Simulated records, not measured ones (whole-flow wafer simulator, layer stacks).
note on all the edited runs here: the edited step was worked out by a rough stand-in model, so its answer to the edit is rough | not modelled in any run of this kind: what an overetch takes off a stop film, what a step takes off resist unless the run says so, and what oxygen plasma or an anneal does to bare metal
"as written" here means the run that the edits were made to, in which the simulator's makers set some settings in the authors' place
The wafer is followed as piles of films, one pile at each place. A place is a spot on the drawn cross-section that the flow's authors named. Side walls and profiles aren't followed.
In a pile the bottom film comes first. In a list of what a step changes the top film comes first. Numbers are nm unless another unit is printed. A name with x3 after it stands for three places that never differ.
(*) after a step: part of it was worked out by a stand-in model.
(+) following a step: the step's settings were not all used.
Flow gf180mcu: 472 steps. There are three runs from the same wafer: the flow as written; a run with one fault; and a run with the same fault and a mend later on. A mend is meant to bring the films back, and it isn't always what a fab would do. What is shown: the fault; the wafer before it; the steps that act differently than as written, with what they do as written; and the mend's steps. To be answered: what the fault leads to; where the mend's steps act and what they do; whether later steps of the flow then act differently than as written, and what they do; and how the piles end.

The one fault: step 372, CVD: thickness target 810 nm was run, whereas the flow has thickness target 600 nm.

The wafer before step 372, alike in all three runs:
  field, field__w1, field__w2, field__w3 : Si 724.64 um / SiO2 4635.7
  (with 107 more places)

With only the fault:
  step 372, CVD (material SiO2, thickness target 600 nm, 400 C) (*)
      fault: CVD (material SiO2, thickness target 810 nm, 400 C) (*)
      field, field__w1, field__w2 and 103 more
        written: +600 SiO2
        fault: +810 SiO2
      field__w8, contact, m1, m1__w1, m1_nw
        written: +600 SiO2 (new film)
        fault: +810 SiO2 (new film)
  Steps later in the flow that act otherwise than as written:
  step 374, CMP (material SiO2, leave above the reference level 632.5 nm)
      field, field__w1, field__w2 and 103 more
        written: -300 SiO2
        fault: -510 SiO2
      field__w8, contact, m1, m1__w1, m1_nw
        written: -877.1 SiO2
        fault: -1087.1 SiO2
  By the end, the piles equal the flow's at every place that both follow.

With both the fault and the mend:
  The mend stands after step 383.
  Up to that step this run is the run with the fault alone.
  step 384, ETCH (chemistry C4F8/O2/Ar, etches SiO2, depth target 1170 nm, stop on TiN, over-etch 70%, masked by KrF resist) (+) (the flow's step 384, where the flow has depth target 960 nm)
      field, field__w1, field__w2 and 107 more
        -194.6 KrF resist
      contact
        -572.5 SiO2 (all of it)
  Every later step of the flow that is run acts as written, at every place that is followed, to within 2% or 0.5 nm, whichever is larger.
  By the end, the piles equal the flow's at every place that both follow.
